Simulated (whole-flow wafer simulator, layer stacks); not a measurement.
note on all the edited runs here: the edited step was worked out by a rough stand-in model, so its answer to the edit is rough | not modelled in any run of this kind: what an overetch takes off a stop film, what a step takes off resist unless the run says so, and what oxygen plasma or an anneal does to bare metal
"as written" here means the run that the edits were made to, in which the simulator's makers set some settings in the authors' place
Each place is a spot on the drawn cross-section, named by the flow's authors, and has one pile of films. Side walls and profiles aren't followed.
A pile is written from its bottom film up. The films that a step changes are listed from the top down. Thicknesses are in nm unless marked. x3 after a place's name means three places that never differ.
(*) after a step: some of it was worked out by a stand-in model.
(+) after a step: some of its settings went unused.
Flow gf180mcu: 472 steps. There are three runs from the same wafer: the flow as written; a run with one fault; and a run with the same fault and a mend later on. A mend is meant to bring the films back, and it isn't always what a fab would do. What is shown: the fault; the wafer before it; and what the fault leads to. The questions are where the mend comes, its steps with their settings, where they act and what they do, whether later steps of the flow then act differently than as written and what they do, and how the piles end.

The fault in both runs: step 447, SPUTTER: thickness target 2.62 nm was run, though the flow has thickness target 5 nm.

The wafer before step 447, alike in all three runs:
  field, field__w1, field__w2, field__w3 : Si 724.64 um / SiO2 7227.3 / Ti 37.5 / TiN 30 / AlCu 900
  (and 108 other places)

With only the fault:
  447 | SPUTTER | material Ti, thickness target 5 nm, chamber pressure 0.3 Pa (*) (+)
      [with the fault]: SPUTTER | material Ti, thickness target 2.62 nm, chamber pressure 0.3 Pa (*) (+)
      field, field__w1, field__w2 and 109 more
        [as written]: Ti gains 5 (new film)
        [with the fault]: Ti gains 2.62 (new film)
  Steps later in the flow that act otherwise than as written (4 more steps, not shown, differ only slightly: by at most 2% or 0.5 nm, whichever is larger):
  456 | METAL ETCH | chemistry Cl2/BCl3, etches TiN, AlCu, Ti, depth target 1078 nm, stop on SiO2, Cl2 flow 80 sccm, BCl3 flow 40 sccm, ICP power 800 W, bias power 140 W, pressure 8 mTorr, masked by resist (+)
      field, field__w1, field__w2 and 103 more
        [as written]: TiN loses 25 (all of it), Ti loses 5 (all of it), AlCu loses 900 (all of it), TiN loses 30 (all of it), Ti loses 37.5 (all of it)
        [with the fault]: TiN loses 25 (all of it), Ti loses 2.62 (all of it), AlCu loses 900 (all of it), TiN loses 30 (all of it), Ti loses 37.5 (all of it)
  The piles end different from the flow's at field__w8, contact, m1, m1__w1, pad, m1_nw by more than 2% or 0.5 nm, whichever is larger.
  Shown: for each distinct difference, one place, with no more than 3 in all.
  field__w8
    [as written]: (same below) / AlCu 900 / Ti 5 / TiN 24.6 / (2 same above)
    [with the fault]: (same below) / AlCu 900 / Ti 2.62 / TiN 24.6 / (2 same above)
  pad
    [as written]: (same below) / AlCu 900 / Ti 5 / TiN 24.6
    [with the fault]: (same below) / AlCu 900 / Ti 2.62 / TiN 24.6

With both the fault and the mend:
  The mend follows step 447.
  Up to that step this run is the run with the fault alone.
  447a | SPUTTER | material Ti, thickness target 2.38 nm, chamber pressure 0.3 Pa (*) (+) (the flow's step 447 again, with other settings)
      field, field__w1, field__w2 and 109 more
        Ti gains 2.38
  Later steps of the flow that are run all act as written at every place that is followed.
  The piles end the same as the flow's at every place that both follow.
